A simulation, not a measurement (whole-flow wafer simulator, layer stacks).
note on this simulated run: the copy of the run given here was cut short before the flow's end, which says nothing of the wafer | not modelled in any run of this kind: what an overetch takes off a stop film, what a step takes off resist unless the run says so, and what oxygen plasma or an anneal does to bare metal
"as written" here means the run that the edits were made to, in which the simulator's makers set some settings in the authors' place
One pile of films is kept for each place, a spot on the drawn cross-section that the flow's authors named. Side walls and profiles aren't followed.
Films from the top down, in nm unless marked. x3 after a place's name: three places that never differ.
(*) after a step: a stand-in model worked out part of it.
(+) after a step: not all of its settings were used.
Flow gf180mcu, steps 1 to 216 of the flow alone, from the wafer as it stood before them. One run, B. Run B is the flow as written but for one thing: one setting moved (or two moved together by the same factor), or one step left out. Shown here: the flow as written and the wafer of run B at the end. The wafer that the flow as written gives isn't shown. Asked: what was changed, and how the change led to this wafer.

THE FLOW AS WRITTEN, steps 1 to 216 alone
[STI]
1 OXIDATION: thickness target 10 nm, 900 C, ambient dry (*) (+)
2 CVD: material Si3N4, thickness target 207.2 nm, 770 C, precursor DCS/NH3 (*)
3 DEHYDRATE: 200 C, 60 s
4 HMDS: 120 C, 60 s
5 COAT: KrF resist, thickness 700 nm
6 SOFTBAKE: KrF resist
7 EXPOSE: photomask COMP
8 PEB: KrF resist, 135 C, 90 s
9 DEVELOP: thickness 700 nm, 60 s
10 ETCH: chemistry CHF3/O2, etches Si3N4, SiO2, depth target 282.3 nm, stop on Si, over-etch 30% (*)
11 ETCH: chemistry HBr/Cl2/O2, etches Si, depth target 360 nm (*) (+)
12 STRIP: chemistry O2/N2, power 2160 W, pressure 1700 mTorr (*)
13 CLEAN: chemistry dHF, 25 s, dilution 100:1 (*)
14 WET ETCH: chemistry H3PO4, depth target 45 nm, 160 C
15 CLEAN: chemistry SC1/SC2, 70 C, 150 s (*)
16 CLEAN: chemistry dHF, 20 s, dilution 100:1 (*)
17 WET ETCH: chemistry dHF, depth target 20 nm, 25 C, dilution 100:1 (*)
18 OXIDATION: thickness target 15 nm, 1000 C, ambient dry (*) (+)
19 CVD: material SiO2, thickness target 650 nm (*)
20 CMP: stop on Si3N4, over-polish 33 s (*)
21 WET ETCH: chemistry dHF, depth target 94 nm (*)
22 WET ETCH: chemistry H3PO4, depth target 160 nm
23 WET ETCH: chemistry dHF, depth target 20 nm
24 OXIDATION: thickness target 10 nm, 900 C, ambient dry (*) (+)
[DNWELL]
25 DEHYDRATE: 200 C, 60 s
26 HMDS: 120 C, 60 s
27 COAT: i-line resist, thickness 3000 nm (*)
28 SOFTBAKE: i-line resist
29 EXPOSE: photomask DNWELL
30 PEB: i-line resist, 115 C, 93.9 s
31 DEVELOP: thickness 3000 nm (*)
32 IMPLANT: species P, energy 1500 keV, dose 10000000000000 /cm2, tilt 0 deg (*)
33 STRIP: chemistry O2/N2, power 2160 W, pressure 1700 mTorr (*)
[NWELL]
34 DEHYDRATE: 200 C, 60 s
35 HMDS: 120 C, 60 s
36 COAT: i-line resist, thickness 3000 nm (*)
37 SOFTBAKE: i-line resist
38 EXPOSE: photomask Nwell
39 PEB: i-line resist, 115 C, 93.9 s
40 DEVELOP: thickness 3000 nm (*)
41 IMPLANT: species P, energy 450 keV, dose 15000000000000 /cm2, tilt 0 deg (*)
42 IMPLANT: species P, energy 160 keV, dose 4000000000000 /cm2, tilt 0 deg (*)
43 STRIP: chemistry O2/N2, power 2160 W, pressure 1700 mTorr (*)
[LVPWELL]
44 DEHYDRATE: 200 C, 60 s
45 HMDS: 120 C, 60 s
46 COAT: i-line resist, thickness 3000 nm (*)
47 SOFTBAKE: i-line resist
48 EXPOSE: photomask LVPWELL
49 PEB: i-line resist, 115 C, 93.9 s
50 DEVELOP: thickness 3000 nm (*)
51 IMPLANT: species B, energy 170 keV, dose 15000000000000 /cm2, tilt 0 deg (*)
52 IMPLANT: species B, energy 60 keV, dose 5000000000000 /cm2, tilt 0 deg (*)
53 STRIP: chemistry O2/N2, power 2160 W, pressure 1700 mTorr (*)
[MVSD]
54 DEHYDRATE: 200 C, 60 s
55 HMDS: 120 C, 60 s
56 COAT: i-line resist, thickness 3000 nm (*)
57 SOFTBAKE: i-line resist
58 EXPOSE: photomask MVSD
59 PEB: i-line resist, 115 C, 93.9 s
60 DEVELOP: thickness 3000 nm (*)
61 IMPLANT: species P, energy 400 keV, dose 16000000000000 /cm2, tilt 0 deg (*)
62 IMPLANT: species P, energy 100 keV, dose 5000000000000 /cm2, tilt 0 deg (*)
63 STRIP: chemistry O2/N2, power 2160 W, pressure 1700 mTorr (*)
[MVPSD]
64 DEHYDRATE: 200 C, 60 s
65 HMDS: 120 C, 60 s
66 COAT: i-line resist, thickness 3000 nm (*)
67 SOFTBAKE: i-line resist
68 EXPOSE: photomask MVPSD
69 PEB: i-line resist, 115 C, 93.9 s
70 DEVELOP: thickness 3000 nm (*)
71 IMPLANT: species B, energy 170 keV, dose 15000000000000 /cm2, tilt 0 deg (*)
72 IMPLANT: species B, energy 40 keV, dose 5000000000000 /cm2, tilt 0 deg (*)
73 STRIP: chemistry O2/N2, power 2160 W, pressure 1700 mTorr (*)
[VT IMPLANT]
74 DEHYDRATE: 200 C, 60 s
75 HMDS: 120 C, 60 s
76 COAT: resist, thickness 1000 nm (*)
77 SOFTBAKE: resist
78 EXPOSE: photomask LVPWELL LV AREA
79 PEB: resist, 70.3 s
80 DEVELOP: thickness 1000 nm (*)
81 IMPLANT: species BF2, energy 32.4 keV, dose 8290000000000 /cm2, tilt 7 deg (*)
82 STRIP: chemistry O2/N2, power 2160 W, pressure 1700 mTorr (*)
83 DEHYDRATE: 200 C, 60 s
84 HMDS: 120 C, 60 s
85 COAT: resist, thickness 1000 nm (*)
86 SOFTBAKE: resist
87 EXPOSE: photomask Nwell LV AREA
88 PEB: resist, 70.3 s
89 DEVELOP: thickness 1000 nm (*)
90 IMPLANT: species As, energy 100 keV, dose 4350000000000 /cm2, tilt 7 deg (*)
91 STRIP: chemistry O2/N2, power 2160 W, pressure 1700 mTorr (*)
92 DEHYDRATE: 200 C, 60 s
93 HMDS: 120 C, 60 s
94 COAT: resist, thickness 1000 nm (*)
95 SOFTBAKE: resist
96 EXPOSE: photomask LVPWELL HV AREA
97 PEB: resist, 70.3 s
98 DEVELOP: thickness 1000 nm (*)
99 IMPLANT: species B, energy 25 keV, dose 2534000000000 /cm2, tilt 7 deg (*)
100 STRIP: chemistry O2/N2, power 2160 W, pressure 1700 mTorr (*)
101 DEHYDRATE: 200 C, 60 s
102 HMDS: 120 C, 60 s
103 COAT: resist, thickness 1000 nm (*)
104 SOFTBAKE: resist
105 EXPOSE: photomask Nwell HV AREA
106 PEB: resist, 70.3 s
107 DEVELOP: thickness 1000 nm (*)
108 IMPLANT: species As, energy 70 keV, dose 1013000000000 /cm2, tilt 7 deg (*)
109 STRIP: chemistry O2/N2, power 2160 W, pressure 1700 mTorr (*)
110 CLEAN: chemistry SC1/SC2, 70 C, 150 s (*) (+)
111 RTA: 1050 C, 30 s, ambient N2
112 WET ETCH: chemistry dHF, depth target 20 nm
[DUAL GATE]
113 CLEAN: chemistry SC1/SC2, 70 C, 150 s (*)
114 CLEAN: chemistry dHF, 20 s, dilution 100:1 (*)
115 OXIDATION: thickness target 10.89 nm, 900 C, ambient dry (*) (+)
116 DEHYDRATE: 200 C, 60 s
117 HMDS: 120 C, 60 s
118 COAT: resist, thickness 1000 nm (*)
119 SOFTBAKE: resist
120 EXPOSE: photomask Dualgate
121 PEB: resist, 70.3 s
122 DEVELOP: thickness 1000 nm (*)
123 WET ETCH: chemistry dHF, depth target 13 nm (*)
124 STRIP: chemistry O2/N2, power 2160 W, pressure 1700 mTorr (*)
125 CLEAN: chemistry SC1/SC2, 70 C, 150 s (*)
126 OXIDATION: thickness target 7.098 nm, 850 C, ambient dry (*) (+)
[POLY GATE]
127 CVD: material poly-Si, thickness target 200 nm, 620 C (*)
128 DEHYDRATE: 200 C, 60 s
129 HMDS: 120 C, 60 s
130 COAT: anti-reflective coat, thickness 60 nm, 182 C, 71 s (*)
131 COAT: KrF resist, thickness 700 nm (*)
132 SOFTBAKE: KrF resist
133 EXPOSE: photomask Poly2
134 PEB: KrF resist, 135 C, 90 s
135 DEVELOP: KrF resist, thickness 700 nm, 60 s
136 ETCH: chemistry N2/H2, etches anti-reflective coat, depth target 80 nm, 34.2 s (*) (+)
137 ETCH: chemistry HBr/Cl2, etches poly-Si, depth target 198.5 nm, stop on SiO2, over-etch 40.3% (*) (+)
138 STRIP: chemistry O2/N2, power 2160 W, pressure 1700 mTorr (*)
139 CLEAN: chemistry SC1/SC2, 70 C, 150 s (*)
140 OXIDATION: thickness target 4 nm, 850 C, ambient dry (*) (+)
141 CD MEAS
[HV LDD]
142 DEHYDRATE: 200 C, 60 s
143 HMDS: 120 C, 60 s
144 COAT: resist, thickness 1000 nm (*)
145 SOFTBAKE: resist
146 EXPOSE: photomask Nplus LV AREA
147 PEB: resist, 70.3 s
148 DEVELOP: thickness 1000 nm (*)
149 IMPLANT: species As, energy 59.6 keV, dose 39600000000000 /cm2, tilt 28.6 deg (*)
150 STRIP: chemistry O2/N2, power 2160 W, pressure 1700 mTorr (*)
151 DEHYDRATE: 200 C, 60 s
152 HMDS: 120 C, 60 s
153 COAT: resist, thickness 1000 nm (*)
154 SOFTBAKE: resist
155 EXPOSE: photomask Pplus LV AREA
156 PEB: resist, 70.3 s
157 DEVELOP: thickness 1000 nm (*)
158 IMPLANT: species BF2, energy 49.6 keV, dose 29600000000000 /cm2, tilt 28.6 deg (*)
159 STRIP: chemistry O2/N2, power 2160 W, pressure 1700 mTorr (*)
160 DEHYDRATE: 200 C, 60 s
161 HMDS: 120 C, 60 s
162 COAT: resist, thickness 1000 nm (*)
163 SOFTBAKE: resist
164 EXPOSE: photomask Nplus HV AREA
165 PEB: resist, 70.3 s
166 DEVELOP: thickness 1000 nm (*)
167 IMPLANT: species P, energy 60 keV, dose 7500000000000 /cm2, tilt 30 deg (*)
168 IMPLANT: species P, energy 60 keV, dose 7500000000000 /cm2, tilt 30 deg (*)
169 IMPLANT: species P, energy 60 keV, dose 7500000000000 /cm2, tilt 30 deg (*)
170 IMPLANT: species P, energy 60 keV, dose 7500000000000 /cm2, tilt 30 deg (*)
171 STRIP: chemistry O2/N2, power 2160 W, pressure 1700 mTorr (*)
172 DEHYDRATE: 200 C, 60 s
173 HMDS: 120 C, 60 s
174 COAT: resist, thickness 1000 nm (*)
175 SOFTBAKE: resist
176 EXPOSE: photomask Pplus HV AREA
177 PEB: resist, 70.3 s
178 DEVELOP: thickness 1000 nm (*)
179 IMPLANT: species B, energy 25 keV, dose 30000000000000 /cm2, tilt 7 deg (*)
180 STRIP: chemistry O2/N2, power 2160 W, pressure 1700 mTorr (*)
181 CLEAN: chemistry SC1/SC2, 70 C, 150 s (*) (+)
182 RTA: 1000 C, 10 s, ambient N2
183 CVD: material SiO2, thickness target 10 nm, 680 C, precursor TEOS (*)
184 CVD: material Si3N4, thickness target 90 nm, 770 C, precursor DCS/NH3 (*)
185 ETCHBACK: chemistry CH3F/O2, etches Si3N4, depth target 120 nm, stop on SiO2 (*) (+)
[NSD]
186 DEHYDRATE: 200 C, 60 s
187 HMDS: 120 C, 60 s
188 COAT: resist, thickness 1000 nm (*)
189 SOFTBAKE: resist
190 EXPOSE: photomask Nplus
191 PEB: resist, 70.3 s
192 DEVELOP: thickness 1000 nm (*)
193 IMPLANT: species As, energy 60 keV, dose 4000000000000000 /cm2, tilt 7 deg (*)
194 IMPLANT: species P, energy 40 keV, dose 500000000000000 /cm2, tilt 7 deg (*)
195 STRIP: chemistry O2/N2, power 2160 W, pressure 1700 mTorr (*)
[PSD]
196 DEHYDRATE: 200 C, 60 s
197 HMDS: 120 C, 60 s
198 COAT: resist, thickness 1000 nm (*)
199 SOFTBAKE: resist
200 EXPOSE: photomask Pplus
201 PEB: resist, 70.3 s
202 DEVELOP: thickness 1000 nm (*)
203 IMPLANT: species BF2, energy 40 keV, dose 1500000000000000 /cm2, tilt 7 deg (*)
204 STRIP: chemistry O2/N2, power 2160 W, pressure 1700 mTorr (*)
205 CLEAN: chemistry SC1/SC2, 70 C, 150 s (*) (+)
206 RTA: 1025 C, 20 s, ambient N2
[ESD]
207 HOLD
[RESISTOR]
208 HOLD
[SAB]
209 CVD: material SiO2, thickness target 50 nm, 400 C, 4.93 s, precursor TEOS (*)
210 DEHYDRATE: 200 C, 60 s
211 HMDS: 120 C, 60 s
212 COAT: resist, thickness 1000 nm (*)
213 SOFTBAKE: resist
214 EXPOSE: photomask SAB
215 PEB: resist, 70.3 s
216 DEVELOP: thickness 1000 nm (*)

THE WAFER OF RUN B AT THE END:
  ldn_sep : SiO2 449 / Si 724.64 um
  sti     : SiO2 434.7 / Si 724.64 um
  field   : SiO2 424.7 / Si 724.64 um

The cause: step 112, WET ETCH: depth target 9.8 nm was run, where the flow has depth target 20 nm.

How the change led to this, step by step:
  112 WET ETCH: chemistry dHF, depth target 20 nm
      field, field__w2, field__w3 and 43 more: SiO2 -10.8 (as written it would be: SiO2 -22)
  119 SOFTBAKE: resist
      field_sub: resist -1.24 (as written it would be: resist -0.73)
      gate_p_hv: resist +1.41 (as written it would be: resist +0.83)
      (and at 1 more place)
  130 COAT: anti-reflective coat, thickness 60 nm, 182 C, 71 s (*)
      p_well, spacer, sd_n: anti-reflective coat +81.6 (new film) (as written it would be: anti-reflective coat +70.9 (new film))
      ldn_acc, ldp_acc: anti-reflective coat +71.2 (new film) (as written it would be: anti-reflective coat +66.9 (new film))
      (and at 69 more places)
  136 ETCH: chemistry N2/H2, etches anti-reflective coat, depth target 80 nm, 34.2 s (*) (+)
      p_well, spacer, sd_n: anti-reflective coat -81.6 (all of it), poly-Si -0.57 (as written it would be: anti-reflective coat -70.9 (all of it), poly-Si -0.85)
      ldn_dft, ldp_dft: anti-reflective coat -43.7 (all of it), poly-Si -1.55 (as written it would be: anti-reflective coat -48.7 (all of it), poly-Si -1.42)
      (and at 48 more places)
  138 STRIP: chemistry O2/N2, power 2160 W, pressure 1700 mTorr (*)
      gate: chemical SiO2 +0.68 (new film), KrF resist -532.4 (all of it), anti-reflective coat -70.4 (all of it), poly-Si -0.3 (as written it would be: chemical SiO2 +0.68 (new film), KrF resist -531.7 (all of it), anti-reflective coat -65.5 (all of it), poly-Si -0.3)
      gate_hv: chemical SiO2 +0.68 (new film), KrF resist -530.8 (all of it), anti-reflective coat -62.8 (all of it), poly-Si -0.3 (as written it would be: chemical SiO2 +0.68 (new film), KrF resist -528.4 (all of it), anti-reflective coat -61 (all of it), poly-Si -0.3)
      (and at 19 more places)
  145 SOFTBAKE: resist
      gate_p_hv: resist -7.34 (as written it would be: resist -7.98)
      iso_ptap_sub: resist +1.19 (as written it would be: resist +0.67)
      (and at 2 more places)
  154 SOFTBAKE: resist
      gate_p_hv: resist -7.34 (as written it would be: resist -7.98)
      iso_ptap_sub: resist +1.19 (as written it would be: resist +0.67)
      (and at 2 more places)
  163 SOFTBAKE: resist
      gate_p_hv: resist -7.34 (as written it would be: resist -7.98)
      iso_ptap_sub: resist +1.19 (as written it would be: resist +0.67)
      (and at 2 more places)
  175 SOFTBAKE: resist
      gate_p_hv: resist -7.34 (as written it would be: resist -7.98)
      iso_ptap_sub: resist +1.19 (as written it would be: resist +0.67)
      (and at 2 more places)
  189 SOFTBAKE: resist
      active_hv: resist -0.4 (as written it would be: resist +2.68)
      active_nat: resist +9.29 (as written it would be: resist +5.49)
      (and at 4 more places)
  199 SOFTBAKE: resist
      active_hv: resist -0.4 (as written it would be: resist +2.68)
      active_nat: resist +9.29 (as written it would be: resist +5.49)
      (and at 4 more places)
  209 CVD: material SiO2, thickness target 50 nm, 400 C, 4.93 s, precursor TEOS (*)
      active: SiO2 +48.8 (as written it would be: SiO2 +50)
      ld_drn_p: SiO2 +45 (as written it would be: SiO2 +46)
  213 SOFTBAKE: resist
      gate_p_hv: resist -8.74 (as written it would be: resist -9.34)
      iso_ptap_sub: resist +1.18 (as written it would be: resist +0.66)
      (and at 3 more places)
